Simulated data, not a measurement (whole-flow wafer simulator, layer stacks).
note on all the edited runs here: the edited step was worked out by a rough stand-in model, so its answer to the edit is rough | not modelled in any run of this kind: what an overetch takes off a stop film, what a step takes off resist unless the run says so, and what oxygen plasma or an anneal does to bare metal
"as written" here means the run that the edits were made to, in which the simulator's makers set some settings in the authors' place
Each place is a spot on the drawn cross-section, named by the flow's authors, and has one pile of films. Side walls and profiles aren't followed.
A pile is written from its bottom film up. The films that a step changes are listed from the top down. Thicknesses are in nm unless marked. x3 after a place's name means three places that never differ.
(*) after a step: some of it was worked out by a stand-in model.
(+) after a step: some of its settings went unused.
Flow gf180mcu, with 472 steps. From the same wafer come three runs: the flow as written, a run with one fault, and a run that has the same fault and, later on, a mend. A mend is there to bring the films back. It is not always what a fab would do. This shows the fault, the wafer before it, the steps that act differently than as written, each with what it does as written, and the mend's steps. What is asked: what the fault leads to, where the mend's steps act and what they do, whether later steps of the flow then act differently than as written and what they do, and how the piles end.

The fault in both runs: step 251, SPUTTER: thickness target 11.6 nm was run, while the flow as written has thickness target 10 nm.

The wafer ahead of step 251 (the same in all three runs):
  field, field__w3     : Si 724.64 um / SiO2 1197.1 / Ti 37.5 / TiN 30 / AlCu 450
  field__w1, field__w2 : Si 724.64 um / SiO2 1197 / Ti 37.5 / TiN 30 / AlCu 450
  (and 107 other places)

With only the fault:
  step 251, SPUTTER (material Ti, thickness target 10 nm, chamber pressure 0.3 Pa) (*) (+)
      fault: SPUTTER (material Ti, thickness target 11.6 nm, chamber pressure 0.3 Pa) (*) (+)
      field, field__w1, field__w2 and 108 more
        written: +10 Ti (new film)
        fault: +11.6 Ti (new film)
  Steps further on in the flow that do not act as written (5 more steps, not shown, differ only slightly: by at most 2% or 0.5 nm, whichever is larger):
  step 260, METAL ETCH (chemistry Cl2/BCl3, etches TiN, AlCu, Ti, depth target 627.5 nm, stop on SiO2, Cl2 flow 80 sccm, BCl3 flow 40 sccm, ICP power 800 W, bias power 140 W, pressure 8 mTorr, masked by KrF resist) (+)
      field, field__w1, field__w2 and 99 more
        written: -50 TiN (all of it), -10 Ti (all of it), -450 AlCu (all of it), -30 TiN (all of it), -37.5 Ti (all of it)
        fault: -50 TiN (all of it), -11.6 Ti (all of it), -450 AlCu (all of it), -30 TiN (all of it), -37.5 Ti (all of it)
  The piles end different from the flow's at field__w8, contact, m1 and 6 more by more than 2% or 0.5 nm, whichever is larger.
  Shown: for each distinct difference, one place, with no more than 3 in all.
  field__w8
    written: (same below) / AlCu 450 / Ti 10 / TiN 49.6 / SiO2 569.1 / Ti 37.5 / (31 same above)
    fault: (same below) / AlCu 450 / Ti 11.6 / TiN 49.6 / SiO2 567.5 / Ti 37.5 / (31 same above)
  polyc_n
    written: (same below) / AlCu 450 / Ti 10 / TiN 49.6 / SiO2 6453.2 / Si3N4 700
    fault: (same below) / AlCu 450 / Ti 11.6 / TiN 49.6 / SiO2 6451.6 / Si3N4 700
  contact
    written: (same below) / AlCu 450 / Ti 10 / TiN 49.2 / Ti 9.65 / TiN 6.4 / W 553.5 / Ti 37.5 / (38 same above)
    fault: (same below) / AlCu 450 / Ti 11.6 / TiN 49.2 / Ti 9.66 / TiN 6.41 / W 551.9 / Ti 37.5 / (38 same above)

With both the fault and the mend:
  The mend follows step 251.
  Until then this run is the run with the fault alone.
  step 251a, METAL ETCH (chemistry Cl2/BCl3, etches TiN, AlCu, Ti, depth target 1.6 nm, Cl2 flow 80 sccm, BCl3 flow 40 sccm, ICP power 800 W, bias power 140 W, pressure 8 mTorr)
      field, field__w1, field__w2 and 108 more
        -1.6 Ti
  None of the later steps of the flow acts differently than as written at any place that is followed.
  At every place that both follow, the piles at the end match the flow's.
